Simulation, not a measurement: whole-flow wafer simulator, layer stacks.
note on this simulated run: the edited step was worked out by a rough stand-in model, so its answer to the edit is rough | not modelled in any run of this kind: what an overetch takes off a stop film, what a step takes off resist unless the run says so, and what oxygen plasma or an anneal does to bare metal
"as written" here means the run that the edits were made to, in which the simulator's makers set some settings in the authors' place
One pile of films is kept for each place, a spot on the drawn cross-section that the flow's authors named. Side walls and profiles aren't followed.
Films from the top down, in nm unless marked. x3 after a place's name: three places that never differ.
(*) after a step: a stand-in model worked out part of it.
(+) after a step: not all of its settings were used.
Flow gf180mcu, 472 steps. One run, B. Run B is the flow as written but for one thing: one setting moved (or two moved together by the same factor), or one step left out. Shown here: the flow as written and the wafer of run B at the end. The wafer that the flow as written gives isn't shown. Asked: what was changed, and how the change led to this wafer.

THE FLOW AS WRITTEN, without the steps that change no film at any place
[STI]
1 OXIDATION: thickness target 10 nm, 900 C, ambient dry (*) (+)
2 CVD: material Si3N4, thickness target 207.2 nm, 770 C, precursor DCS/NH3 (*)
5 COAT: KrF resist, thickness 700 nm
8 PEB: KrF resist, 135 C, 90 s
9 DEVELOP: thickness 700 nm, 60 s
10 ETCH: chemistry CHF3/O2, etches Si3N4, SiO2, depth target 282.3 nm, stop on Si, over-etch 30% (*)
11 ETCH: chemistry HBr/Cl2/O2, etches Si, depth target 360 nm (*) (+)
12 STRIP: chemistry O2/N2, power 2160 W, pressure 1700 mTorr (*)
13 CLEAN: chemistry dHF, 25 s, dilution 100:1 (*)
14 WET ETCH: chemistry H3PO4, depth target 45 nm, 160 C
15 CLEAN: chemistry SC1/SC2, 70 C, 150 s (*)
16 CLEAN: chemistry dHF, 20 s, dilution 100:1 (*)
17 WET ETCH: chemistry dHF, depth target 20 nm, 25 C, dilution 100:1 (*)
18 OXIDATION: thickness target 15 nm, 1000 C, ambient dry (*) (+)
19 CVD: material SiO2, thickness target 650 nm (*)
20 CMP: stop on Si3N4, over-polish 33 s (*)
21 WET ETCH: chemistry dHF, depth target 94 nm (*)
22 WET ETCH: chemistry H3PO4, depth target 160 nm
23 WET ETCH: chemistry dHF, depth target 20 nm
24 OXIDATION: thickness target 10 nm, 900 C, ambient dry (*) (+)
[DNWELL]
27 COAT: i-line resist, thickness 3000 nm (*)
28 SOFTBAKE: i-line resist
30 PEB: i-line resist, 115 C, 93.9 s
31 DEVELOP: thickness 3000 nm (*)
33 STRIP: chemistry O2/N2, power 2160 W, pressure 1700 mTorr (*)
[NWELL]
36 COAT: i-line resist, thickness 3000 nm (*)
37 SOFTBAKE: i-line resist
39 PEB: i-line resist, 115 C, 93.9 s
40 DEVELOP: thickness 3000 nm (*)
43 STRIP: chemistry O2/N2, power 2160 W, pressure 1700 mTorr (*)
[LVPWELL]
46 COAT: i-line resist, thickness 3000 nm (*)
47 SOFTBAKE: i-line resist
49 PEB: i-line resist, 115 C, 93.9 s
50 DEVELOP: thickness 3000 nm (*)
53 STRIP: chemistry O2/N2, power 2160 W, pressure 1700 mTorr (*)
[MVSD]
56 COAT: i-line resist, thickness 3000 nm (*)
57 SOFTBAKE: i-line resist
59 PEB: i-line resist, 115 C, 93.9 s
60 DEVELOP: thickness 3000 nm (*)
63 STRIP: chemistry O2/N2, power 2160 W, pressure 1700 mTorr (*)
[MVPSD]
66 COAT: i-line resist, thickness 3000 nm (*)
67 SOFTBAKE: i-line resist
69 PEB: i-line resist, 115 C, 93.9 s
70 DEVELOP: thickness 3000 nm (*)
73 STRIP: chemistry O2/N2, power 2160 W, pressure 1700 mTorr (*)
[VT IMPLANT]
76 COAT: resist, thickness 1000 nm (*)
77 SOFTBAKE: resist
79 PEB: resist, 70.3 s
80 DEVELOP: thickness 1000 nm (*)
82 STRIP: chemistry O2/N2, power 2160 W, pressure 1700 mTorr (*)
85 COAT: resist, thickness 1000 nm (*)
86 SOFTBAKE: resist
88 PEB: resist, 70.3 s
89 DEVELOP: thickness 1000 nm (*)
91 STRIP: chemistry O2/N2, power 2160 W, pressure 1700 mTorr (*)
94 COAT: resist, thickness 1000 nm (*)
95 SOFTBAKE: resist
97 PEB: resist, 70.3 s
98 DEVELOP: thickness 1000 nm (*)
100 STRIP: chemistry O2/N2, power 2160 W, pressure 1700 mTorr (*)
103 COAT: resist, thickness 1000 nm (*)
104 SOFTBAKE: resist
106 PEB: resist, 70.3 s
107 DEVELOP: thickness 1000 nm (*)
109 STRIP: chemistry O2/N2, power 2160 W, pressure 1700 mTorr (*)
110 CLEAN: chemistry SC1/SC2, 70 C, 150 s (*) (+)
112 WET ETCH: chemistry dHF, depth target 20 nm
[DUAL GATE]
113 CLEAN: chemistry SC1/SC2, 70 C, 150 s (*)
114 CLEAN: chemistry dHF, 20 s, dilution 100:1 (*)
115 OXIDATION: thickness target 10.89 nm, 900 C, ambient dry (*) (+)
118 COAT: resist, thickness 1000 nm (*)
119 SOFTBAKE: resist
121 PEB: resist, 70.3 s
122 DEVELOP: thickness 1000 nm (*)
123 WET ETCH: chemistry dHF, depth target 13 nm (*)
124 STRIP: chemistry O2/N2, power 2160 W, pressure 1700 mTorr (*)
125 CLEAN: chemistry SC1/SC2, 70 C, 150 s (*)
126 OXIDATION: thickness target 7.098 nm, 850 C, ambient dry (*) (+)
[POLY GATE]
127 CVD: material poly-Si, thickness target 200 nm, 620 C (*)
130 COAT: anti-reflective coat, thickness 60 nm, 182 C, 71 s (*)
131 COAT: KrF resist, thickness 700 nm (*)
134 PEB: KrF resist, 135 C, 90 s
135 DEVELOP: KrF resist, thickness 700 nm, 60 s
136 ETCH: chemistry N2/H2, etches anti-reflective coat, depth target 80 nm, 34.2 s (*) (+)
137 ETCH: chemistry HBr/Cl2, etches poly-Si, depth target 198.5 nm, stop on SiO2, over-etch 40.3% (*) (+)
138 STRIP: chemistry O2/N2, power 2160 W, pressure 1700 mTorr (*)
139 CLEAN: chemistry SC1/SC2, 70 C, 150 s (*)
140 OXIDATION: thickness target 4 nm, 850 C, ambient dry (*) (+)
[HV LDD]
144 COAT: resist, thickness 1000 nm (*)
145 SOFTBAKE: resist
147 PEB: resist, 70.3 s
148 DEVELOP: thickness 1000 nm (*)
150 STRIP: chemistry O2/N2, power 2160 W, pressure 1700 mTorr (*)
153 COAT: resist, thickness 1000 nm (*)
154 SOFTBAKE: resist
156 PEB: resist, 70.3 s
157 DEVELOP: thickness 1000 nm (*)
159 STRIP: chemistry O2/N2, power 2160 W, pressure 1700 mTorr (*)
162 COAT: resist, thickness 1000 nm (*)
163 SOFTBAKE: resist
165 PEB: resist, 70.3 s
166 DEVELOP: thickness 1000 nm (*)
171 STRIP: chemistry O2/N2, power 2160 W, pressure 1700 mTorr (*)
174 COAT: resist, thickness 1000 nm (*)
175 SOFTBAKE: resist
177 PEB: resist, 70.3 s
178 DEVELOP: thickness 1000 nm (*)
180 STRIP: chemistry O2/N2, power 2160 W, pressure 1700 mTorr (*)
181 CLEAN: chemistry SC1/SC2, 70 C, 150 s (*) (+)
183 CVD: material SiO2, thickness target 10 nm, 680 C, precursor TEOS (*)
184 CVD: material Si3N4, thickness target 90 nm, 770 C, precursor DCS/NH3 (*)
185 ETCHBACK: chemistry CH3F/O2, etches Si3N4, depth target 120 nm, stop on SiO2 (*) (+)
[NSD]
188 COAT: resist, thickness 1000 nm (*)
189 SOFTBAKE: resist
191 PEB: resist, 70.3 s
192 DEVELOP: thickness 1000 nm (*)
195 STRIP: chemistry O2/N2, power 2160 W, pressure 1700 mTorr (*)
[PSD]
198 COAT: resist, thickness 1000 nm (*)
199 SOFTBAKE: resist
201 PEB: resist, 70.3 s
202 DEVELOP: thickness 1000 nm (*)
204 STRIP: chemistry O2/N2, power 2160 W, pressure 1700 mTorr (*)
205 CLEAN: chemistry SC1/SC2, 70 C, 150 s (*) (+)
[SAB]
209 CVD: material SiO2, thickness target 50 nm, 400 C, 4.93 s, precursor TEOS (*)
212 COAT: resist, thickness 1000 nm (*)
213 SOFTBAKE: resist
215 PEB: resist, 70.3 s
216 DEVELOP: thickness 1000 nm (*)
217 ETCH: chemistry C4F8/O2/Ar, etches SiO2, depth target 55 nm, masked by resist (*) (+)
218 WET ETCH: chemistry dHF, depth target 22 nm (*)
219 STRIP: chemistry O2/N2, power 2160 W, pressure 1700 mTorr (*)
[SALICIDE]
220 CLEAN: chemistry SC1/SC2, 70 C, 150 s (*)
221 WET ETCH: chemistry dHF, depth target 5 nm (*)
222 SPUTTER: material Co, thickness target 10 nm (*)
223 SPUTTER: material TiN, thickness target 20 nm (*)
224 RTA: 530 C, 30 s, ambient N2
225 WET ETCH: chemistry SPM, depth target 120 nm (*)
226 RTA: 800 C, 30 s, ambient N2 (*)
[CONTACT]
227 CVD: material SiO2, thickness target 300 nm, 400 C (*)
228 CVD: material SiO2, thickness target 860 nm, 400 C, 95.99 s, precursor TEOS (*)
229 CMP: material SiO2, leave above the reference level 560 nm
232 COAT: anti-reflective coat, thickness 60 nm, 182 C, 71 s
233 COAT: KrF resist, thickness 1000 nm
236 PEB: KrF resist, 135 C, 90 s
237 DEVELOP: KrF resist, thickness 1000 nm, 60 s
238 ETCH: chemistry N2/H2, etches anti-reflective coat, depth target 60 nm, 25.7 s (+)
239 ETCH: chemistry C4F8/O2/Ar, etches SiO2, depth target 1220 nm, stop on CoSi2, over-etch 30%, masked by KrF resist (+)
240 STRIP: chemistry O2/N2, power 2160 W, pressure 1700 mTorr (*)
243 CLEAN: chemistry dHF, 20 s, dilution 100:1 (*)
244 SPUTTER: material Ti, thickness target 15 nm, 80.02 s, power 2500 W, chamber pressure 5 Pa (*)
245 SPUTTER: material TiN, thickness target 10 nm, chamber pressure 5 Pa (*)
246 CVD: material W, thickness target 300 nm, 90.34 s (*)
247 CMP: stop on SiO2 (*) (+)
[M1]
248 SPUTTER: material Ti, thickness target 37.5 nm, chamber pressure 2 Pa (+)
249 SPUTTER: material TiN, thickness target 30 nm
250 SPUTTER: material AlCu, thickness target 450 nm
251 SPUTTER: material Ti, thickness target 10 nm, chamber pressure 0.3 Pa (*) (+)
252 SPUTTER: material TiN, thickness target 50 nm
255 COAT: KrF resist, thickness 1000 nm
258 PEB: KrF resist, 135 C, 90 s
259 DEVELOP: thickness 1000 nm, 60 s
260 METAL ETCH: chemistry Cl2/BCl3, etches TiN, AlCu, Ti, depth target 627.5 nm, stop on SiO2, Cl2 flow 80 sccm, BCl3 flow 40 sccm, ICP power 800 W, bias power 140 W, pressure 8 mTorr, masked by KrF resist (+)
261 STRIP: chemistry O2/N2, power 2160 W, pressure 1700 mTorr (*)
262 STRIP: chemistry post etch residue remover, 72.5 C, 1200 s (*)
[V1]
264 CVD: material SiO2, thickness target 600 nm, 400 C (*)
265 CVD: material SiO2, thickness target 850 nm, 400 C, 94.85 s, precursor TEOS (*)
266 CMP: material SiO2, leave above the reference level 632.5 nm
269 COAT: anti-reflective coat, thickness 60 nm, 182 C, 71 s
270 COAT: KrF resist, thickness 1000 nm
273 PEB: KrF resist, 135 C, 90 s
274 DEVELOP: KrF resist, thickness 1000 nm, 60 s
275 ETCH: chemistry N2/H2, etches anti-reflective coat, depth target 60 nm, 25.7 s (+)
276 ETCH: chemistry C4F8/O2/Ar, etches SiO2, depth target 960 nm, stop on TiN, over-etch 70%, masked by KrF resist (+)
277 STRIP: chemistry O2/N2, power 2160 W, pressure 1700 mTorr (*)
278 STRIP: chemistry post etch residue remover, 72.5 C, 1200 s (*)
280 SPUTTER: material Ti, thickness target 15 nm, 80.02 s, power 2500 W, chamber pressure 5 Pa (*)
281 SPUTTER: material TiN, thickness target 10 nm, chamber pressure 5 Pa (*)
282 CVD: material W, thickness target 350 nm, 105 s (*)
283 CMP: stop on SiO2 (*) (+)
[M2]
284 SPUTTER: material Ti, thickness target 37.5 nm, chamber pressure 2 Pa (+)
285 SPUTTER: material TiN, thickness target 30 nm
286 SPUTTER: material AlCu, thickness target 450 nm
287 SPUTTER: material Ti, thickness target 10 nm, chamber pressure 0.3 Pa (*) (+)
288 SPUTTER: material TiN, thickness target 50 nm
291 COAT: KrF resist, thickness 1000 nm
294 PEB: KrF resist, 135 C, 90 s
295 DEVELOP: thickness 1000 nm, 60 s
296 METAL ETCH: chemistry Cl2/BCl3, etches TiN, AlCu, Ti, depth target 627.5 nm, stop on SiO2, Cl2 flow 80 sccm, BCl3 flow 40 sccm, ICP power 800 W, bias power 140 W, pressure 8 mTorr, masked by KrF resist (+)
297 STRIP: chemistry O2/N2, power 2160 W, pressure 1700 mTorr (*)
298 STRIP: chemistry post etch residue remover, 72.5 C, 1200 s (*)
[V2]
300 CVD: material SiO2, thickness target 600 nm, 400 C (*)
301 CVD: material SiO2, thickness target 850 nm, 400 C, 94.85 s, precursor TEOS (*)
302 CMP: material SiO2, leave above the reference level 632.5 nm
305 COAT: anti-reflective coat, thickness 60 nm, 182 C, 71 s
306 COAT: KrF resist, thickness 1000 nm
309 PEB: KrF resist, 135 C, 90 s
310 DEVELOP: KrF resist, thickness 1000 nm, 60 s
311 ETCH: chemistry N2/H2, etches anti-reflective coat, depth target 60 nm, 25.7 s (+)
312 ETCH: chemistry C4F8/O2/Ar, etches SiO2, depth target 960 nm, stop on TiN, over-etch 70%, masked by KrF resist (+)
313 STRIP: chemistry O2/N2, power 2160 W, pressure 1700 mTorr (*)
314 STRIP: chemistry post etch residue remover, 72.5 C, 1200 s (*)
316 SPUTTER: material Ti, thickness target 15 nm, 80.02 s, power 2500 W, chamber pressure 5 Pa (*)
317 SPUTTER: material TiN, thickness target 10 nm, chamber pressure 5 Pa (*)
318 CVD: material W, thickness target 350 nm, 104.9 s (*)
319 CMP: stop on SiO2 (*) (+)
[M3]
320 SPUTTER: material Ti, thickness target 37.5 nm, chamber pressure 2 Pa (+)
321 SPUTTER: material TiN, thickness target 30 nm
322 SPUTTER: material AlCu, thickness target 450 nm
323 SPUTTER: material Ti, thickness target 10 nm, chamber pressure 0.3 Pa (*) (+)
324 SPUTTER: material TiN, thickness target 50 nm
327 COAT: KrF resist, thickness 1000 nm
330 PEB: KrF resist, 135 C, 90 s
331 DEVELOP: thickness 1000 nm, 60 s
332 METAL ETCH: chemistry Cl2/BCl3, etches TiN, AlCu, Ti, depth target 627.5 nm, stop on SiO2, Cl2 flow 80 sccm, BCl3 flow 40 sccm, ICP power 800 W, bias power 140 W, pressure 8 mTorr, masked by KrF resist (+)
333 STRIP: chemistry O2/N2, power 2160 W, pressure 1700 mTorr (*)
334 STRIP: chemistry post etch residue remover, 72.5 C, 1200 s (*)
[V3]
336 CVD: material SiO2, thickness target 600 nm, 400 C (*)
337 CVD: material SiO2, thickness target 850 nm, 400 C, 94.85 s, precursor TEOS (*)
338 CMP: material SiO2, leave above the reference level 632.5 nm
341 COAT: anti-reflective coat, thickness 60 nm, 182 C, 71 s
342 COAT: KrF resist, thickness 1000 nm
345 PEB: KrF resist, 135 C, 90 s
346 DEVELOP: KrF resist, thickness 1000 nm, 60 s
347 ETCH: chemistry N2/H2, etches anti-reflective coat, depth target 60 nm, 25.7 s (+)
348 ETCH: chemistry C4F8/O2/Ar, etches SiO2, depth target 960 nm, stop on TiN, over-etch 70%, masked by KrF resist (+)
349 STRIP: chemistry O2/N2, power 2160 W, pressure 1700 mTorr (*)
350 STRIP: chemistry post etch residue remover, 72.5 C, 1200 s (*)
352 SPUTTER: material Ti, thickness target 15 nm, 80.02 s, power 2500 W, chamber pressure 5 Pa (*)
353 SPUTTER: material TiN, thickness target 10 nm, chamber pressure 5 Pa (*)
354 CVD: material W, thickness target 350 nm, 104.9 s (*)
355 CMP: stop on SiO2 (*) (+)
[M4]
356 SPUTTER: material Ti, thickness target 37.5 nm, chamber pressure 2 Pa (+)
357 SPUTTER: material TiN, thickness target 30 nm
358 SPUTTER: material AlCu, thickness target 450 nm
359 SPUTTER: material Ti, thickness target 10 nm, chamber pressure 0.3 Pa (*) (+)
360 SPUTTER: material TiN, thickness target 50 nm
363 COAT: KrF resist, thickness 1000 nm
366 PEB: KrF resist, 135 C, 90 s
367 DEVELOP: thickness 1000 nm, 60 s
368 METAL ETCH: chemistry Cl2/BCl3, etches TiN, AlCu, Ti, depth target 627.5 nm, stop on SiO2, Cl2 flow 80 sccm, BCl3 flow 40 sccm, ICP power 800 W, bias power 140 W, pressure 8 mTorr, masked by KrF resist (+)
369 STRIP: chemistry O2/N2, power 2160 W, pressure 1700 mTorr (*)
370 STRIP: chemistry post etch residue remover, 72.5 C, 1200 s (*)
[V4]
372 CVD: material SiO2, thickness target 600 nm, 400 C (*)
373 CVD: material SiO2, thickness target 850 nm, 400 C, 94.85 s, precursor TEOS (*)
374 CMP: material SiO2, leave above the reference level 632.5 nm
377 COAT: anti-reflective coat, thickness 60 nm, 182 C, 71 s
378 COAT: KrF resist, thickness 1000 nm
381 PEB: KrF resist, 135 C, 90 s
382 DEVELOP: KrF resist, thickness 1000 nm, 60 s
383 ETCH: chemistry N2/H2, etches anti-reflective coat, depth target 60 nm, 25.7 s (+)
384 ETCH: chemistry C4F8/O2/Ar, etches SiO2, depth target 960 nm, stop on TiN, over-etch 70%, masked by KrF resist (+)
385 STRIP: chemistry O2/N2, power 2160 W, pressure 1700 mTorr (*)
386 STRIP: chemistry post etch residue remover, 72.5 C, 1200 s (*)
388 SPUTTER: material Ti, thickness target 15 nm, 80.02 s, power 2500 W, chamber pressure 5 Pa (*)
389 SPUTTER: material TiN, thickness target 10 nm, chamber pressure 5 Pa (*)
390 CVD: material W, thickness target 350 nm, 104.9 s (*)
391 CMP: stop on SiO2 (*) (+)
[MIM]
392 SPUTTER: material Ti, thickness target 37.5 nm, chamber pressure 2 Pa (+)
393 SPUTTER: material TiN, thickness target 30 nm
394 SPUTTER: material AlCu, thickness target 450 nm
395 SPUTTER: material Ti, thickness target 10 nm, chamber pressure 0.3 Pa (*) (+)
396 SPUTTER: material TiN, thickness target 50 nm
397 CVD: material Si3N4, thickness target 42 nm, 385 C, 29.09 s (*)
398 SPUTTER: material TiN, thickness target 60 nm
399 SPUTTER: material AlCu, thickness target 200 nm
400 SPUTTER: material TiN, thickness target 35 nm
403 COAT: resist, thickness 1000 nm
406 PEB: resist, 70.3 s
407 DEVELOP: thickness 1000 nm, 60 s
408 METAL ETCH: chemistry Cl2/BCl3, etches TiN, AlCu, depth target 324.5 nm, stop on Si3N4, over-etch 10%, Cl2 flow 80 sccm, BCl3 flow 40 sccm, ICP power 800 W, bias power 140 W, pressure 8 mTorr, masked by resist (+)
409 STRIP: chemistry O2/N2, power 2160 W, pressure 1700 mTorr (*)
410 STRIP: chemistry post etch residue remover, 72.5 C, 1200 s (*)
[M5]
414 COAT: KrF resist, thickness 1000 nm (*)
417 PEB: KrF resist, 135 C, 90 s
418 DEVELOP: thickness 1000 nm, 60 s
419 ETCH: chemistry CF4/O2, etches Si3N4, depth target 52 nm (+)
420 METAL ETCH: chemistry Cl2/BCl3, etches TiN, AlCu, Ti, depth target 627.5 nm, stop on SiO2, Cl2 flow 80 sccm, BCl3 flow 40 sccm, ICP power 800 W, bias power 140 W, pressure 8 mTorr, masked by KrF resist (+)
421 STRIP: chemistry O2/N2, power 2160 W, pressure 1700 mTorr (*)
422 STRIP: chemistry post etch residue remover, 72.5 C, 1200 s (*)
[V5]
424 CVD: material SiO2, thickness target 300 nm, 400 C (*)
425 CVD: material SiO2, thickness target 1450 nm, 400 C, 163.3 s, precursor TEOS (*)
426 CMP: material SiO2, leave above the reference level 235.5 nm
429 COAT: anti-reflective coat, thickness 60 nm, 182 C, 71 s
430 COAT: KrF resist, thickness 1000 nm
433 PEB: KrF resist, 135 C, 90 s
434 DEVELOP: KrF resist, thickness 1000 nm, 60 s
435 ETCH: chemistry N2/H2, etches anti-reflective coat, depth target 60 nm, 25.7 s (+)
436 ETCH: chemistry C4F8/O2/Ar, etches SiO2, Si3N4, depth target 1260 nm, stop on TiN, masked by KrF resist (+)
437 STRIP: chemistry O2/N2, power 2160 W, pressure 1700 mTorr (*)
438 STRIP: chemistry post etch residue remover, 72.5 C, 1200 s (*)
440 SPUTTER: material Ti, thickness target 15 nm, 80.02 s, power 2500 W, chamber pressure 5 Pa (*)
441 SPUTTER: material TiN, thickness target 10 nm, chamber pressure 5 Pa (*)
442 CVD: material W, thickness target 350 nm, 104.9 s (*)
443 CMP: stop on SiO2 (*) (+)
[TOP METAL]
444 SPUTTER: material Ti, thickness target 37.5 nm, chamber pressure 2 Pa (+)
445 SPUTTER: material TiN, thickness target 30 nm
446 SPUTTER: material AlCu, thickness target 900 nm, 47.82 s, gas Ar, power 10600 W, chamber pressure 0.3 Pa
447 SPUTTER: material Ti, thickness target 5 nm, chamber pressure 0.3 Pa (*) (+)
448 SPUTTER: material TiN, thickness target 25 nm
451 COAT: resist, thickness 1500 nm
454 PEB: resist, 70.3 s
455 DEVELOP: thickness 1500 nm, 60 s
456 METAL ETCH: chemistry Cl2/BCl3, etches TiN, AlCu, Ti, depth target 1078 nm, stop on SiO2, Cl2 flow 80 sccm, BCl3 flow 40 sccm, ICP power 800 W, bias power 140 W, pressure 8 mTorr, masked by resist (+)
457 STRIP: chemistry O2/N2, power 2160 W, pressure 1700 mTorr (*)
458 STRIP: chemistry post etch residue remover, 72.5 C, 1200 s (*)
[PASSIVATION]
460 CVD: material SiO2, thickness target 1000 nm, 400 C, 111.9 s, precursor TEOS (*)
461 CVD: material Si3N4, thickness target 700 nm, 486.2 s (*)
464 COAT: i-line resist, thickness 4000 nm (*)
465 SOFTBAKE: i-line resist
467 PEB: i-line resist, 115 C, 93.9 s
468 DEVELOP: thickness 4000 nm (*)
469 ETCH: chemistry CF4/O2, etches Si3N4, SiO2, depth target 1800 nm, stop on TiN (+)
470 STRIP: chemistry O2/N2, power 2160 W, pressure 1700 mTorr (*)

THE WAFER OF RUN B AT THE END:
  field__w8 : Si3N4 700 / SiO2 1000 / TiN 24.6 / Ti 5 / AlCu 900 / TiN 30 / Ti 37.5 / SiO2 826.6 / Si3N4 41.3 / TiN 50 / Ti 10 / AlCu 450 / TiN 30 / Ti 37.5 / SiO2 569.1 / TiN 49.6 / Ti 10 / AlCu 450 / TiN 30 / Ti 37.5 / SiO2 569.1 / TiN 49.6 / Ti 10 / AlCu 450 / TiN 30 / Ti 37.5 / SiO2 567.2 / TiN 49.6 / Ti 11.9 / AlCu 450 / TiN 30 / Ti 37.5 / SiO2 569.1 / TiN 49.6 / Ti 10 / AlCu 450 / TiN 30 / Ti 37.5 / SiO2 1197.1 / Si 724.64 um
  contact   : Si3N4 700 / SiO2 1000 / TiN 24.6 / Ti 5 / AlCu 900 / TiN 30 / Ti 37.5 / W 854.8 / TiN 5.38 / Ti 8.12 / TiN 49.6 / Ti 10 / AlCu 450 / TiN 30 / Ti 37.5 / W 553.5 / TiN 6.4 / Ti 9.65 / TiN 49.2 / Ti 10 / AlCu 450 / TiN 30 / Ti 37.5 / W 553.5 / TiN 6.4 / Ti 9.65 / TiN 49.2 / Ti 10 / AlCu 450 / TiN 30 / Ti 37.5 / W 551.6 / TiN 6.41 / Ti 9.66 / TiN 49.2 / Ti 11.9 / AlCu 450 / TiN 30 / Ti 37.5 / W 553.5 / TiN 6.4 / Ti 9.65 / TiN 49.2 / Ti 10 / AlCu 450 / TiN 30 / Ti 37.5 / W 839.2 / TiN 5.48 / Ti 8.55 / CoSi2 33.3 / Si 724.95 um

The cause: step 287, SPUTTER: thickness target 11.9 nm was run, where the flow has thickness target 10 nm.
It can be read off the wafer: field__w8 has Ti 11.9, and step 287 as written asks for 10 nm.

How the change led to this, step by step:
  287 SPUTTER: material Ti, thickness target 10 nm, chamber pressure 0.3 Pa (*) (+)
      field, field__w1, field__w2 and 108 more: Ti +11.9 (new film) (as written it would be: Ti +10 (new film))
  296 METAL ETCH: chemistry Cl2/BCl3, etches TiN, AlCu, Ti, depth target 627.5 nm, stop on SiO2, Cl2 flow 80 sccm, BCl3 flow 40 sccm, ICP power 800 W, bias power 140 W, pressure 8 mTorr, masked by KrF resist (+)
      field, field__w1, field__w2 and 103 more: TiN -50 (all of it), Ti -11.9 (all of it), AlCu -450 (all of it), TiN -30 (all of it), Ti -37.5 (all of it) (as written it would be: TiN -50 (all of it), Ti -10 (all of it), AlCu -450 (all of it), TiN -30 (all of it), Ti -37.5 (all of it))
